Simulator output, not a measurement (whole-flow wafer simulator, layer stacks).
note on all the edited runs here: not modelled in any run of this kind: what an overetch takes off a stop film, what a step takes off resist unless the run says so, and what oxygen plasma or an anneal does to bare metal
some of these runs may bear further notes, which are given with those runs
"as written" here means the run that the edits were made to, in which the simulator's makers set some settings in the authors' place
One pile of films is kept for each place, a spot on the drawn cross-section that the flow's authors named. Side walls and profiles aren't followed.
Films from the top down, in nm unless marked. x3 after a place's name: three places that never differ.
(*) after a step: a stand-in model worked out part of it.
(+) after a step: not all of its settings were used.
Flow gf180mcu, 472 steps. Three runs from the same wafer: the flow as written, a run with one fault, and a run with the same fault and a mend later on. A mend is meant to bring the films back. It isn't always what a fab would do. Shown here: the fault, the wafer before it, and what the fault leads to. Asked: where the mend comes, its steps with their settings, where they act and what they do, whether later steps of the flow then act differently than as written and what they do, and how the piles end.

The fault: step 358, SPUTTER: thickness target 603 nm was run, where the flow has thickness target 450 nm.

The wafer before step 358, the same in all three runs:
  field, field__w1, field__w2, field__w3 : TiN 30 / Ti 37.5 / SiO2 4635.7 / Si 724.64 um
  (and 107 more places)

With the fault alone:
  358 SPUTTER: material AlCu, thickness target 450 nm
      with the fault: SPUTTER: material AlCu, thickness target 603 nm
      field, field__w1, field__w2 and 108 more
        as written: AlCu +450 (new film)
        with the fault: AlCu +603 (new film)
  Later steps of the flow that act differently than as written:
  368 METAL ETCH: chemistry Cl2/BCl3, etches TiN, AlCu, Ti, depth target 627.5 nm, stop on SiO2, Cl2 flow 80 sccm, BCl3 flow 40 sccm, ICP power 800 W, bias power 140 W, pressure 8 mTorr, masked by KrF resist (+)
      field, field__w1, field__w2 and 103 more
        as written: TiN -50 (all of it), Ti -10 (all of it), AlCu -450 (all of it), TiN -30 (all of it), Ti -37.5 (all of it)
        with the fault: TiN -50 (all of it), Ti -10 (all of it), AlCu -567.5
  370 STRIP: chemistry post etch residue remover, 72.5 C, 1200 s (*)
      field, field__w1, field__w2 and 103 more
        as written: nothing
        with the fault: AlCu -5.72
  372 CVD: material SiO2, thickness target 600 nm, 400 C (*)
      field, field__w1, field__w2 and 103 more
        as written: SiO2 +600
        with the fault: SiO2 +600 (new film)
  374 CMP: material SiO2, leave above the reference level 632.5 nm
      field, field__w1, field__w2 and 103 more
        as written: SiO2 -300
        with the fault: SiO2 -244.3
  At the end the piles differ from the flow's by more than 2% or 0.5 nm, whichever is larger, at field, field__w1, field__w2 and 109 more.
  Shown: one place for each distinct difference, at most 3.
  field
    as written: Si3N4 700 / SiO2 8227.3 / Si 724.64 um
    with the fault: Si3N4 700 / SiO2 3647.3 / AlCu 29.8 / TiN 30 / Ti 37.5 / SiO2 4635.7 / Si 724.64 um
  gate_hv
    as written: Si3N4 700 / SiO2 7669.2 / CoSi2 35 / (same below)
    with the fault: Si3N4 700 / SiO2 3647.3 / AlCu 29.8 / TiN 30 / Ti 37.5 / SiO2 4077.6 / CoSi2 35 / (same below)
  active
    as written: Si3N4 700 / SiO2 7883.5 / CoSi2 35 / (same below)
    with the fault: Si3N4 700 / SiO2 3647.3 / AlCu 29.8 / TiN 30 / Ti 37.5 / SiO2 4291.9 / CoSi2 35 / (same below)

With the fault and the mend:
  The mend comes after step 358.
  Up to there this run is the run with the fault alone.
  358a METAL ETCH: chemistry Cl2/BCl3, etches TiN, AlCu, Ti, depth target 153 nm, Cl2 flow 80 sccm, BCl3 flow 40 sccm, ICP power 800 W, bias power 140 W, pressure 8 mTorr (the flow's step 260 once more, with other settings)
      field, field__w1, field__w2 and 108 more
        AlCu -153
  No later step of the flow acts differently than as written at any place that is followed.
  At the end the piles are the same as the flow's at every place that both follow.
